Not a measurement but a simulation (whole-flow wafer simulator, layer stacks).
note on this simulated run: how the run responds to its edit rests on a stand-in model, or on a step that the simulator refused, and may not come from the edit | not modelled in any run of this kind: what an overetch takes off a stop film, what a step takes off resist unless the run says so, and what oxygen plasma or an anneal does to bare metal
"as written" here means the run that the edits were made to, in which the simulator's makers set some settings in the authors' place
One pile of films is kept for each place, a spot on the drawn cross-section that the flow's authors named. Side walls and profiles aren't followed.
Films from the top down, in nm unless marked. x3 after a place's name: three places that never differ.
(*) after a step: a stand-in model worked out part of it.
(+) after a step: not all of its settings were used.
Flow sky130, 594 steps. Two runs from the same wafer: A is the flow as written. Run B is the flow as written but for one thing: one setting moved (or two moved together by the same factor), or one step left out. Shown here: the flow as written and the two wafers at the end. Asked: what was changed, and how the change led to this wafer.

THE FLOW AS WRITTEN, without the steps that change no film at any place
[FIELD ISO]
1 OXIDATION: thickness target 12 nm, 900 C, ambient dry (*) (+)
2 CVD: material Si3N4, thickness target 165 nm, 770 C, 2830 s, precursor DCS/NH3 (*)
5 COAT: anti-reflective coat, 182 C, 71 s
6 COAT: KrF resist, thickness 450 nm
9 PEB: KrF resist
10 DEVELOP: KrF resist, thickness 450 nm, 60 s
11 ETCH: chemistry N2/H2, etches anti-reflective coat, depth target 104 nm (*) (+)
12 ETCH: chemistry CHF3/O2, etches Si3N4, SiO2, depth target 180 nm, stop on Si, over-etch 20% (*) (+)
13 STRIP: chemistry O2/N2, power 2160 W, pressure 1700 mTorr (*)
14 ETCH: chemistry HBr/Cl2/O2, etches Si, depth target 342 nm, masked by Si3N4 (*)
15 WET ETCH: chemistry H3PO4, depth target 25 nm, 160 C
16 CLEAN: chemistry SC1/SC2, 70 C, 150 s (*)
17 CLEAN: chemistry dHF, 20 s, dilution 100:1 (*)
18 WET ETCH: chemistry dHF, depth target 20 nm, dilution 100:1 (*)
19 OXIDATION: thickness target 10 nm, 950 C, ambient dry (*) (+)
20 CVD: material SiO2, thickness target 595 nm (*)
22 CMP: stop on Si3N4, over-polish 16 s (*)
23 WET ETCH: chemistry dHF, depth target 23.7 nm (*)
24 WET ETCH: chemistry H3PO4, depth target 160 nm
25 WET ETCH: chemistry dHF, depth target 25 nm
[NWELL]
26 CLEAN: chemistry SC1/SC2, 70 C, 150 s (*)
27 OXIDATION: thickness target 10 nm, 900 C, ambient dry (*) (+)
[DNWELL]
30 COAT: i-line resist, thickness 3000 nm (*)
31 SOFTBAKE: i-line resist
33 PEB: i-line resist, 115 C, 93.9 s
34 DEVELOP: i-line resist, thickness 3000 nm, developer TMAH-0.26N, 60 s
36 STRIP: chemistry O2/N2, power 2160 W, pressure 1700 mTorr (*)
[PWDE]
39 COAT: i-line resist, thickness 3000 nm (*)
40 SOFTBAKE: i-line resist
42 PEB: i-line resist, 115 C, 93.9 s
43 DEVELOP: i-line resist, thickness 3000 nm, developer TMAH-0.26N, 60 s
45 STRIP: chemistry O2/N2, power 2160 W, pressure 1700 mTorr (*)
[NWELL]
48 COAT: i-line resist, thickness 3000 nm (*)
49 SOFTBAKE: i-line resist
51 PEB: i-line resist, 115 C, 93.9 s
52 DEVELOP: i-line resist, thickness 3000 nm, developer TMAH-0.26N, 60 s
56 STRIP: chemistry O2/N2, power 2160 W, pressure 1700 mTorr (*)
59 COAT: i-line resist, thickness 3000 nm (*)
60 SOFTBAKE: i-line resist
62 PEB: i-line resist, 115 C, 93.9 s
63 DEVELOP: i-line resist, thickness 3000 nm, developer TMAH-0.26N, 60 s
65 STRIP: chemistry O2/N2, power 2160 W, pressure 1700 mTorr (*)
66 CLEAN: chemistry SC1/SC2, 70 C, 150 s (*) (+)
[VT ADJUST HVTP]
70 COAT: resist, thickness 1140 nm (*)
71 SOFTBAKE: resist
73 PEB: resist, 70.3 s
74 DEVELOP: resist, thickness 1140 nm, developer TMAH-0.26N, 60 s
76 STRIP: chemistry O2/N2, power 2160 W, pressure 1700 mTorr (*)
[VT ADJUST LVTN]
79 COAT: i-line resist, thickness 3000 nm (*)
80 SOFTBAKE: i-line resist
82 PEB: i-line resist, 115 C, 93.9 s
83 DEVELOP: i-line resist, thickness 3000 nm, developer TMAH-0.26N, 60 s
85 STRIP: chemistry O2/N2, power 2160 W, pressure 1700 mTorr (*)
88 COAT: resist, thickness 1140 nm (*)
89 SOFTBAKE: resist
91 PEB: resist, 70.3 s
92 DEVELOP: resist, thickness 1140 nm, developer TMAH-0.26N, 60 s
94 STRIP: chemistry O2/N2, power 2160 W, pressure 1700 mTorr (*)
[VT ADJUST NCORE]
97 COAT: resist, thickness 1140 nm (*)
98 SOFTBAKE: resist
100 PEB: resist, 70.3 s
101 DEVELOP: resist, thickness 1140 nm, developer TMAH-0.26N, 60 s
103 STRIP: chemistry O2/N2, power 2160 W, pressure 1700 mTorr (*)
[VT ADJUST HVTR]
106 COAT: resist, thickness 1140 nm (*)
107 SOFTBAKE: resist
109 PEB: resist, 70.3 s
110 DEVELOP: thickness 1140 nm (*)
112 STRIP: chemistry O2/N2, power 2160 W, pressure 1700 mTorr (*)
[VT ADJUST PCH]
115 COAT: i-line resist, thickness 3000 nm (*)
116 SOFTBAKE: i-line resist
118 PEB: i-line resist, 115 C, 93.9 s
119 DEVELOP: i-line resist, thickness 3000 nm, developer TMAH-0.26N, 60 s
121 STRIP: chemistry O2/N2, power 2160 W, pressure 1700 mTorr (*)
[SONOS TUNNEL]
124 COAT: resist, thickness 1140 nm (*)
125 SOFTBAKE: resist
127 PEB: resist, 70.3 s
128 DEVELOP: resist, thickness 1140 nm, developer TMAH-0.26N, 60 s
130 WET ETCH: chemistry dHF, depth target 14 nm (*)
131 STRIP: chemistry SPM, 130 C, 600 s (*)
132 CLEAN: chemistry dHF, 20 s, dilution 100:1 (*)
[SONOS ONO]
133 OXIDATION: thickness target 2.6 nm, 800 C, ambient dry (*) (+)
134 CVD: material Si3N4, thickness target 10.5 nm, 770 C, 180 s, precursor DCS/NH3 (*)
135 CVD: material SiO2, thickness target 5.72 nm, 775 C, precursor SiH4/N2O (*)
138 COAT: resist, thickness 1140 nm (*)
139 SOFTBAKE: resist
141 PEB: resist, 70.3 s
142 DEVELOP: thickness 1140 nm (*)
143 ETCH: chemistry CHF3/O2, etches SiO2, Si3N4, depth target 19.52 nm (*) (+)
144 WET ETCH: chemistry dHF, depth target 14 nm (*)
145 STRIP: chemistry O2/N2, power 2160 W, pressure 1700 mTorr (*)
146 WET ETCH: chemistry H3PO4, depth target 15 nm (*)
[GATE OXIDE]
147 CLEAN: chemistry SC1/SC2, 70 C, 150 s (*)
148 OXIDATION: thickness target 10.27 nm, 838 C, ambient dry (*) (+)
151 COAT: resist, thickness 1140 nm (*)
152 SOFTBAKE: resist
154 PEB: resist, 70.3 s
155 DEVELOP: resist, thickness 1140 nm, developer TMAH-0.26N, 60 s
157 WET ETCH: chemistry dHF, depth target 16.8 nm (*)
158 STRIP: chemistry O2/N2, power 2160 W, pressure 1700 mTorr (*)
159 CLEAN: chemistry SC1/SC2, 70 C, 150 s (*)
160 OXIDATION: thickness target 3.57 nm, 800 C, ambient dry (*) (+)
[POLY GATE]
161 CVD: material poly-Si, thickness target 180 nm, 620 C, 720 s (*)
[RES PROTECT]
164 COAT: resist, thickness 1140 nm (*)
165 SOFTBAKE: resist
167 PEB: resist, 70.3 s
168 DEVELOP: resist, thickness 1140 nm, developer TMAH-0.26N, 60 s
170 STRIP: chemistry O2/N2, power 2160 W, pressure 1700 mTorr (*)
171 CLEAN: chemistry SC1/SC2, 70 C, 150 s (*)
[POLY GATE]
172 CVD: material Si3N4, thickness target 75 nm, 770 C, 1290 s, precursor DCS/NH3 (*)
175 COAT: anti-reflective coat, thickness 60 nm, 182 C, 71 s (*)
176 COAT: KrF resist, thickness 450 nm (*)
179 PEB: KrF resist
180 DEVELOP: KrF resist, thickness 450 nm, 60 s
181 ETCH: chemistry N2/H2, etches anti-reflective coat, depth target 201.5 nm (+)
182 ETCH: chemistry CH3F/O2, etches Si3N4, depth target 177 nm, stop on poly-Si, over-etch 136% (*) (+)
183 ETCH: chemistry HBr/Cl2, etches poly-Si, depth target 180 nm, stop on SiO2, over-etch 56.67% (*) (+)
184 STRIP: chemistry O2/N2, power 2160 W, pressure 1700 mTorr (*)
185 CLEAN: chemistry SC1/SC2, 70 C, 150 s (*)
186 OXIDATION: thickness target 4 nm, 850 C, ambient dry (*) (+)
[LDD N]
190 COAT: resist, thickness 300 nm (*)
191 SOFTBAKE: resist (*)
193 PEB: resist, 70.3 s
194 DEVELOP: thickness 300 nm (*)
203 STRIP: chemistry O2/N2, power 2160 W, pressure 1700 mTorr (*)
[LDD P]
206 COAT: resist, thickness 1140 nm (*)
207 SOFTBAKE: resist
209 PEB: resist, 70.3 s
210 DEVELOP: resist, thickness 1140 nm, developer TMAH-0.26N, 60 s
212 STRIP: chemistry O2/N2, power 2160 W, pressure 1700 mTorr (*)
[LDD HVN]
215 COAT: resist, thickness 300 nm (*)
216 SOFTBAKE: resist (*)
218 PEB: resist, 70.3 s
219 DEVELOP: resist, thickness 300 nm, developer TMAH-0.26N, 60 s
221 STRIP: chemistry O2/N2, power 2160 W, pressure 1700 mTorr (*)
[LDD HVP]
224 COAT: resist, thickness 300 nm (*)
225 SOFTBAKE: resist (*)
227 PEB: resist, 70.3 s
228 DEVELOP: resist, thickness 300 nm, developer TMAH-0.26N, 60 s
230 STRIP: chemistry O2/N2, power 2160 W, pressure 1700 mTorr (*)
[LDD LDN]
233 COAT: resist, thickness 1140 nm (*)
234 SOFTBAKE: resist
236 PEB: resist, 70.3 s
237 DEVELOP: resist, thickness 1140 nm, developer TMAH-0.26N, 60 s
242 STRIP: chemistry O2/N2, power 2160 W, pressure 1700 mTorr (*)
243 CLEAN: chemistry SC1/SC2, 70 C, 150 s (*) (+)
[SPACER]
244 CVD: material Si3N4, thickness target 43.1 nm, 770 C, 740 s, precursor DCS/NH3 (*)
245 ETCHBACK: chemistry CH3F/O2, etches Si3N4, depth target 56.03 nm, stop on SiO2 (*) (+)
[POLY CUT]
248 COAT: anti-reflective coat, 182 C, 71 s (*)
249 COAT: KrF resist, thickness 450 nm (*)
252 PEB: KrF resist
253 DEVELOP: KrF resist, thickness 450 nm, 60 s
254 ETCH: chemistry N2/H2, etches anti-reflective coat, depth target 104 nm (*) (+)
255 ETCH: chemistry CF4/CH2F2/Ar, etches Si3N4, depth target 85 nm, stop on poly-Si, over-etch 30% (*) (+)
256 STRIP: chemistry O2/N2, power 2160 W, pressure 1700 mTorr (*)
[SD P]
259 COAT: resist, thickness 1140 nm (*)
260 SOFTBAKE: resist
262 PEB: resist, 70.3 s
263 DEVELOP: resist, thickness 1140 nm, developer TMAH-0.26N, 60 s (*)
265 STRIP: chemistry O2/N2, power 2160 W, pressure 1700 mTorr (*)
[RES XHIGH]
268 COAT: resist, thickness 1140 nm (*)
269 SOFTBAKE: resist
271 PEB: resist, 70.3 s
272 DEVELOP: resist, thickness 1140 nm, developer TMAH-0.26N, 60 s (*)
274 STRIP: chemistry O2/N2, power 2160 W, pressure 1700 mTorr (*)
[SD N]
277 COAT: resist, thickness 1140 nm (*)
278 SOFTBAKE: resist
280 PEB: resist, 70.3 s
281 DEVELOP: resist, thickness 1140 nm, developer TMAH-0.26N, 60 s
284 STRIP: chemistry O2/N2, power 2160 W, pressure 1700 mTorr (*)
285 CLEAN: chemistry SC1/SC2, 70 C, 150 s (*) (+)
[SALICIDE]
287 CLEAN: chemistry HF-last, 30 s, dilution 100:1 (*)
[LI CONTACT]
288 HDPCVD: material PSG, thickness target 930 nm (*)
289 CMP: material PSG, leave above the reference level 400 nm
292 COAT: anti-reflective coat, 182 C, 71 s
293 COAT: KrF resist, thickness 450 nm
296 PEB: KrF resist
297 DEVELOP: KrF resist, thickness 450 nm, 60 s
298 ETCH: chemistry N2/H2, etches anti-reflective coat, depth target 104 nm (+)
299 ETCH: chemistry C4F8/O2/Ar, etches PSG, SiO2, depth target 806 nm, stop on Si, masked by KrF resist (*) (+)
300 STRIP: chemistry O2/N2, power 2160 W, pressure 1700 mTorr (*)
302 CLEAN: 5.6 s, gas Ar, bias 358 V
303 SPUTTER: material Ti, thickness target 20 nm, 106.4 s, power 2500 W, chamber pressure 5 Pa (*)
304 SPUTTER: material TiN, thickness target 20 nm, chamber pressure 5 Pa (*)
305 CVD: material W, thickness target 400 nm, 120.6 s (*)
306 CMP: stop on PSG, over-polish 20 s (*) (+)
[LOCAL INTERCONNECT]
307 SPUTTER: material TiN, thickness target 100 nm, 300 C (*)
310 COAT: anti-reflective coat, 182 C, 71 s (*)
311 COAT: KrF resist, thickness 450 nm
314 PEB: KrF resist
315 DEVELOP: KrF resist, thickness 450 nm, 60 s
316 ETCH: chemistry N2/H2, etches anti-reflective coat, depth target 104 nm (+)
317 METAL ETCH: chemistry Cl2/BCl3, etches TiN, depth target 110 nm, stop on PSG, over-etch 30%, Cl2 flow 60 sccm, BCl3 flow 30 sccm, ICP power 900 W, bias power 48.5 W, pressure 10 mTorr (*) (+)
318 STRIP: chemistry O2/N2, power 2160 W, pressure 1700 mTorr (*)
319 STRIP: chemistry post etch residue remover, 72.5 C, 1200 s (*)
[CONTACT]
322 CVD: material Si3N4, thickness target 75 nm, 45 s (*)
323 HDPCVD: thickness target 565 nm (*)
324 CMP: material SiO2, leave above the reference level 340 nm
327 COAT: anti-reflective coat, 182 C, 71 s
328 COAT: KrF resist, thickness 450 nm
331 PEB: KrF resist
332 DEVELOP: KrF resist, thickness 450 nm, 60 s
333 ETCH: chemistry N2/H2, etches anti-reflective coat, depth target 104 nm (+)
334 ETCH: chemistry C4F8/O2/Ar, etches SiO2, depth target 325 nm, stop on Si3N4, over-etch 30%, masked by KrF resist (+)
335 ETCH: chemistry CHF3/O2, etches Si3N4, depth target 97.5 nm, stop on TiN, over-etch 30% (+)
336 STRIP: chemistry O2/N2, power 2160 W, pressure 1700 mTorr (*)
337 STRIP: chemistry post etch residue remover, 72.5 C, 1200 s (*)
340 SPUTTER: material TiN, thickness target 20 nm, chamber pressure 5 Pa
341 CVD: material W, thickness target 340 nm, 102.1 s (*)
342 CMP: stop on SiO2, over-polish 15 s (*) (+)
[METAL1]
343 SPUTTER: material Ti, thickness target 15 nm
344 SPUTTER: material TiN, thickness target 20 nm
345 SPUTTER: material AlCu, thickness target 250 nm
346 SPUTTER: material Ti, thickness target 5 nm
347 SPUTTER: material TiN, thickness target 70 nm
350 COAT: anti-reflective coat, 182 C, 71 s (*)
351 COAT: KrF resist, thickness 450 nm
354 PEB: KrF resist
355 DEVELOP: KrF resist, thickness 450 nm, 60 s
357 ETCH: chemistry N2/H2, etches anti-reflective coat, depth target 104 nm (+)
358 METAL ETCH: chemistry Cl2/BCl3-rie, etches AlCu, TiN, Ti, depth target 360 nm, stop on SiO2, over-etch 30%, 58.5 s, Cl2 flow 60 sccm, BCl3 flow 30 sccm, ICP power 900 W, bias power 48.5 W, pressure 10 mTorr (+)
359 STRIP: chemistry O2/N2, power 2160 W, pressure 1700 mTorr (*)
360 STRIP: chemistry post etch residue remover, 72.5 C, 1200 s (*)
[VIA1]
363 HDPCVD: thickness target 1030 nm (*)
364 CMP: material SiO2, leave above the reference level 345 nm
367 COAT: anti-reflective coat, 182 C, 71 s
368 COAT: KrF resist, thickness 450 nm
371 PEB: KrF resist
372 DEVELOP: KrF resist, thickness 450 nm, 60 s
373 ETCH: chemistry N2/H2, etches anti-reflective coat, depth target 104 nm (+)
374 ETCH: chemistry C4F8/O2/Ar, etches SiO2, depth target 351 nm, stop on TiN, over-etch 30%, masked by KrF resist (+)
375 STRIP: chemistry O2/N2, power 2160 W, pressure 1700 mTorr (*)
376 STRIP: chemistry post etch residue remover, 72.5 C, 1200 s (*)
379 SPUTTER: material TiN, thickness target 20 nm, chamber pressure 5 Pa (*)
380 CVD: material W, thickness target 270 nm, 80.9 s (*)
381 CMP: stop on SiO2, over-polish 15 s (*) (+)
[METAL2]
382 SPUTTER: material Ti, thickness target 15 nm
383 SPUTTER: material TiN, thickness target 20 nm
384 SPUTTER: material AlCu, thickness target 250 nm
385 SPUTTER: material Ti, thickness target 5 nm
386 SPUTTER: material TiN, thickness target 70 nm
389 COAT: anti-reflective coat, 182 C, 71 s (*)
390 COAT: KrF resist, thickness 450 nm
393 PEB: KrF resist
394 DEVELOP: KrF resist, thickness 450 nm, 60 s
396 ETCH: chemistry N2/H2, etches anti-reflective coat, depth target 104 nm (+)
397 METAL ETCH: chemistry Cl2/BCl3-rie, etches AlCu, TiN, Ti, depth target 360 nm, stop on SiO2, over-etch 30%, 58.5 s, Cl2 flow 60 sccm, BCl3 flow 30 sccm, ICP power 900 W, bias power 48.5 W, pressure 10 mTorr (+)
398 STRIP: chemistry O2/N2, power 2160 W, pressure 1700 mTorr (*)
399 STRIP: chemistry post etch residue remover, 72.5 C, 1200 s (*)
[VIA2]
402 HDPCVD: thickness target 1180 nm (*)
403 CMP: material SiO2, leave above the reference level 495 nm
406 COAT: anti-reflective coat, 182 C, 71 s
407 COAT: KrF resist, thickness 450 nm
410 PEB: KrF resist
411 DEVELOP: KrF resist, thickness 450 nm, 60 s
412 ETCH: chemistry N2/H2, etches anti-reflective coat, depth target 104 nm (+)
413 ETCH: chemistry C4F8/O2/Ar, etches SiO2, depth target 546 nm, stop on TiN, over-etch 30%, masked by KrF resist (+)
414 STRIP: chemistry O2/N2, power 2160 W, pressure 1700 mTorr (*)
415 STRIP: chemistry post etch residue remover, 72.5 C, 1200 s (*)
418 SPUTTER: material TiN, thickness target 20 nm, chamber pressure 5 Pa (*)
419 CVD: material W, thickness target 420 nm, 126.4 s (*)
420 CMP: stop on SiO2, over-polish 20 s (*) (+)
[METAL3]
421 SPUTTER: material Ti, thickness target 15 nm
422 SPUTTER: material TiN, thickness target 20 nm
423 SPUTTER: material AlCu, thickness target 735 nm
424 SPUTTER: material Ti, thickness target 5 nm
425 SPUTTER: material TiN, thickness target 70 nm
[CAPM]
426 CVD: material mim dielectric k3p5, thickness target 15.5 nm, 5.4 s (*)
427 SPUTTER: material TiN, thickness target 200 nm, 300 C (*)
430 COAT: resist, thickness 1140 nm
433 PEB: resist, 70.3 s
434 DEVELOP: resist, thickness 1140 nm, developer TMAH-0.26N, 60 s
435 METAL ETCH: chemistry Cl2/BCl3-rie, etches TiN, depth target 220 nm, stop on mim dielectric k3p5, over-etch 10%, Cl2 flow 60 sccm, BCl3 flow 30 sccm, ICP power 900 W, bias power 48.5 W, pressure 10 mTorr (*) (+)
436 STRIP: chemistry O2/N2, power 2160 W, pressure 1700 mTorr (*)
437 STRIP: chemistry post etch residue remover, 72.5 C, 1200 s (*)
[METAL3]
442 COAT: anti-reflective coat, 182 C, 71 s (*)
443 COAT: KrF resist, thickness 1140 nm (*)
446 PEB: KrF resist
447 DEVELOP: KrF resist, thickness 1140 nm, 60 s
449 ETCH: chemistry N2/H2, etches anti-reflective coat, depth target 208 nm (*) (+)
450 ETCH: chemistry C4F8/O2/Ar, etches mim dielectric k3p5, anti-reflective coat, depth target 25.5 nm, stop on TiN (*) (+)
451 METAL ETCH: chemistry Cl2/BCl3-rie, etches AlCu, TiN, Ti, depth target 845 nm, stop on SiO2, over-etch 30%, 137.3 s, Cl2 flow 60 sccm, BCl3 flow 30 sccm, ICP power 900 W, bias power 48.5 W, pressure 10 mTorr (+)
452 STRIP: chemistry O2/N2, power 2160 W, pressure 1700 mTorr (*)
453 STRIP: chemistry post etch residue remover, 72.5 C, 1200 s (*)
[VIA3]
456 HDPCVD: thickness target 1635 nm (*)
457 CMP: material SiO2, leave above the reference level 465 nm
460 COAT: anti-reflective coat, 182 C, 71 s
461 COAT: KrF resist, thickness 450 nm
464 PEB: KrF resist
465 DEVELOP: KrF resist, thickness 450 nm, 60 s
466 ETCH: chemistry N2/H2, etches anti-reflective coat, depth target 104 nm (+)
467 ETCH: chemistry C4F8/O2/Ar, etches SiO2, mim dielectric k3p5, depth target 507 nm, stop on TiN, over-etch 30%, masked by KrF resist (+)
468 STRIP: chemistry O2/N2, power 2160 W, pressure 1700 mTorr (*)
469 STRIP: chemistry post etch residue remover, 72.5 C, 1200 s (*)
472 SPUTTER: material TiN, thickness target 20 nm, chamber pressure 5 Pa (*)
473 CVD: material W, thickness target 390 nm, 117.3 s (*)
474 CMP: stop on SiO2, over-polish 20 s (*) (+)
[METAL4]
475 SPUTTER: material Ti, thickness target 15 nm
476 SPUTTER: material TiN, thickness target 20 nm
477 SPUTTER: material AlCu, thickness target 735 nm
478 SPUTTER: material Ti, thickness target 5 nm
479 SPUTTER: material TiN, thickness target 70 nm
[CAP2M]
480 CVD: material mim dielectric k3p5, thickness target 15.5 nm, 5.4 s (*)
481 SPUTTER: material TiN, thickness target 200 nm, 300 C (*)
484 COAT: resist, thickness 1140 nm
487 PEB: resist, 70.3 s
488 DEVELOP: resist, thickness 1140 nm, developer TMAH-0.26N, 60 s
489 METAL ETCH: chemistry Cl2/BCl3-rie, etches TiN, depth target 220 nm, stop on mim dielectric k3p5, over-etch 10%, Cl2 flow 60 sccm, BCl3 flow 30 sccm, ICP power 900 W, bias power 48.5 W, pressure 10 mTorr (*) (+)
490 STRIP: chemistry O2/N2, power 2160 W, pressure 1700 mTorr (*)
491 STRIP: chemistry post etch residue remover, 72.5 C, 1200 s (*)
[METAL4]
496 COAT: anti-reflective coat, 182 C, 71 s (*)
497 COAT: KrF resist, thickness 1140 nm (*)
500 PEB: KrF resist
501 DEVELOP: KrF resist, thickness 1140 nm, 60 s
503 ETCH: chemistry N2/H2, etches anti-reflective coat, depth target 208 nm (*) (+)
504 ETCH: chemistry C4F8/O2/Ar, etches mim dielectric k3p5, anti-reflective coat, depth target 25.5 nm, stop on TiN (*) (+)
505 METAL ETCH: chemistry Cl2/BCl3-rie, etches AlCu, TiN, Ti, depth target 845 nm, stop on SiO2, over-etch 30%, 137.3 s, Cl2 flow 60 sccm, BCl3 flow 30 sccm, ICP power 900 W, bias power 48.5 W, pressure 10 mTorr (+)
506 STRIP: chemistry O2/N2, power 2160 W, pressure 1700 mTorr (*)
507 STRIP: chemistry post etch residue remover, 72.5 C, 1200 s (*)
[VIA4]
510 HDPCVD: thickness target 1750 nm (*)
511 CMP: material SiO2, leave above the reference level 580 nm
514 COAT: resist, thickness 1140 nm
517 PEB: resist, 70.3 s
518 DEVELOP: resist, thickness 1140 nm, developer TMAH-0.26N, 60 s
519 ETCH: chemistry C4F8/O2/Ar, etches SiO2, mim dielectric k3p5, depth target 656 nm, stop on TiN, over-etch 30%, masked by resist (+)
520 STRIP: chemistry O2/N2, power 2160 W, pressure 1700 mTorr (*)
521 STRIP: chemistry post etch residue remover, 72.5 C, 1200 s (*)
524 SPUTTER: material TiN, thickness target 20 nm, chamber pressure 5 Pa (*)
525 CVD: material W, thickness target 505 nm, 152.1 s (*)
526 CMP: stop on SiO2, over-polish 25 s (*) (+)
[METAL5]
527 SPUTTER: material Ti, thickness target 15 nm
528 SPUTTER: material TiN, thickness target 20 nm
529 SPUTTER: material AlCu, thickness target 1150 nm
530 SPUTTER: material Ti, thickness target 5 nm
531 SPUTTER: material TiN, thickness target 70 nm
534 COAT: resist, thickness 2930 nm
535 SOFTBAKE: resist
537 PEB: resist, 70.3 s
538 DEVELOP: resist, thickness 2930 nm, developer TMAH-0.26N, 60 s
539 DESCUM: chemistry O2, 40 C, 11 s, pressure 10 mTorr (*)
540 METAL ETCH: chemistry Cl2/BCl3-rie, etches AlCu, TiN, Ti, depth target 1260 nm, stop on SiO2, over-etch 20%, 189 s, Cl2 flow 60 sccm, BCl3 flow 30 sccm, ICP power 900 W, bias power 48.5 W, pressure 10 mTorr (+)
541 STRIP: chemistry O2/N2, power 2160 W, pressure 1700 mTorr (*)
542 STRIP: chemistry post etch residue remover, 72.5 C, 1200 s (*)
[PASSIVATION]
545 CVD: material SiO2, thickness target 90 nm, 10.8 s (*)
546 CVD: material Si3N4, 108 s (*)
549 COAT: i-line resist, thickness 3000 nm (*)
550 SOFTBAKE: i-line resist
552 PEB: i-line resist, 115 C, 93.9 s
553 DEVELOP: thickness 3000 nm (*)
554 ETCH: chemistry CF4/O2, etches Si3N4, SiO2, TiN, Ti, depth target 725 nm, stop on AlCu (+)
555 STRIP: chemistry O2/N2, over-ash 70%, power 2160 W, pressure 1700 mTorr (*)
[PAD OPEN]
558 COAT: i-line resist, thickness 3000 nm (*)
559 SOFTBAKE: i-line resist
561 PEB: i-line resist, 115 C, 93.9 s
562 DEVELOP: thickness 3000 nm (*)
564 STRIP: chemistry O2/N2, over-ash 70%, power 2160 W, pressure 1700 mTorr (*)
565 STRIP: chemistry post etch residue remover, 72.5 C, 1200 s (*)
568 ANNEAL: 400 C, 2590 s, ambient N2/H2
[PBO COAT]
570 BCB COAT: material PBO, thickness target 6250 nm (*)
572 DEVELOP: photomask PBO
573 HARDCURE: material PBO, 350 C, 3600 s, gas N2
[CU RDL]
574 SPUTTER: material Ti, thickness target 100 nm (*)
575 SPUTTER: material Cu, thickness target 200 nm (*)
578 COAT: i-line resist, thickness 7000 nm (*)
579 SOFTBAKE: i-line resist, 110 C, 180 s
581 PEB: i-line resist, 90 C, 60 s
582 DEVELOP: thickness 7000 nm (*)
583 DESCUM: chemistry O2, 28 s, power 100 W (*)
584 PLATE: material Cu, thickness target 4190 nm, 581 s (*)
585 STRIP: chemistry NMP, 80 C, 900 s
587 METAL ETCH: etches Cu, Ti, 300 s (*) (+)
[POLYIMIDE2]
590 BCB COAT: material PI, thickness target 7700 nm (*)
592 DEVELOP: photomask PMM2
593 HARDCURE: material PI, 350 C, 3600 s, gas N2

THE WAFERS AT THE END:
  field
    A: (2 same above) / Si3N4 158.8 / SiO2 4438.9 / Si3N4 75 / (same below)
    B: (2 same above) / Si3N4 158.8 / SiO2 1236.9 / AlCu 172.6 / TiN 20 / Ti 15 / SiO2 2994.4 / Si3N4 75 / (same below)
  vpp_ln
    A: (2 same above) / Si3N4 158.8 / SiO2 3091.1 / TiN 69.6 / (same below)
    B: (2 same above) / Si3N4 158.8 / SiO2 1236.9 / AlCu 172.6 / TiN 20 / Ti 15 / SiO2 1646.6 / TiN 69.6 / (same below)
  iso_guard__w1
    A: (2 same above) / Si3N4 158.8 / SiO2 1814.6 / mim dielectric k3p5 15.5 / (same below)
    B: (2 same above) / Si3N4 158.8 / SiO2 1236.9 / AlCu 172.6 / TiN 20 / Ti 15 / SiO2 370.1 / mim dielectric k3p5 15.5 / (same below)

The cause: step 505, METAL ETCH: depth target 485.9 nm was run, where the flow has depth target 845 nm; step 505, METAL ETCH: 78.9 s was run, where the flow has 137.3 s.

How the change led to this, step by step:
  505 METAL ETCH: chemistry Cl2/BCl3-rie, etches AlCu, TiN, Ti, depth target 845 nm, stop on SiO2, over-etch 30%, 137.3 s, Cl2 flow 60 sccm, BCl3 flow 30 sccm, ICP power 900 W, bias power 48.5 W, pressure 10 mTorr (+)
      field, gate, spacer and 68 more: A TiN -70 (all of it), Ti -5 (all of it), AlCu -735 (all of it), TiN -20 (all of it), Ti -15 (all of it), SiO2 -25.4 | B TiN -70 (all of it), Ti -5 (all of it), AlCu -556.7
      active, vpp_iso1, mim_edge_plate and 14 more: A TiN -70 (all of it), Ti -5 (all of it), AlCu -735 (all of it), TiN -20 (all of it), Ti -15 (all of it), SiO2 -25.3 | B TiN -70 (all of it), Ti -5 (all of it), AlCu -556.7
      (and at 105 more places)
  506 STRIP: chemistry O2/N2, power 2160 W, pressure 1700 mTorr (*)
      n_well, p_well, gate_hv and 82 more: A KrF resist -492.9 (all of it), anti-reflective coat -80 (all of it) | B KrF resist -726.3 (all of it), anti-reflective coat -80 (all of it)
      m1, via3_hole: A KrF resist -493 (all of it), anti-reflective coat -80.5 (all of it) | B KrF resist -726.4 (all of it), anti-reflective coat -80.5 (all of it)
      (and at 18 more places)
  507 STRIP: chemistry post etch residue remover, 72.5 C, 1200 s (*)
      field, active, gate and 85 more: A nothing | B AlCu -5.72
  510 HDPCVD: thickness target 1750 nm (*)
      field, active, gate and 85 more: A SiO2 +1750 | B SiO2 +1750 (new film)
  511 CMP: material SiO2, leave above the reference level 580 nm
      field, active, gate and 77 more: A SiO2 -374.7 | B SiO2 -607.6
      iso_guard__w1, mim_edge_gap, vpp_l1ln, vpp_m3ln, rpm_encl, via2_enc, rpm_encl_psd, iso_guard_nsd_tip: A SiO2 -374.6 | B SiO2 -607.6
Counting metal films that touch as one body, field has 1 body; the flow as written gives 0 bodies.
Counting metal films that touch as one body, vpp_ln has 3 bodies (between them, from the top down: SiO2 1646.6; SiO2 267.2); the flow as written gives 2 bodies (between them, from the top down: SiO2 267.2).
Counting metal films that touch as one body, iso_guard__w1 has 2 bodies (between them, from the top down: SiO2 370.1 / mim dielectric k3p5 15.5); the flow as written gives 1 body.
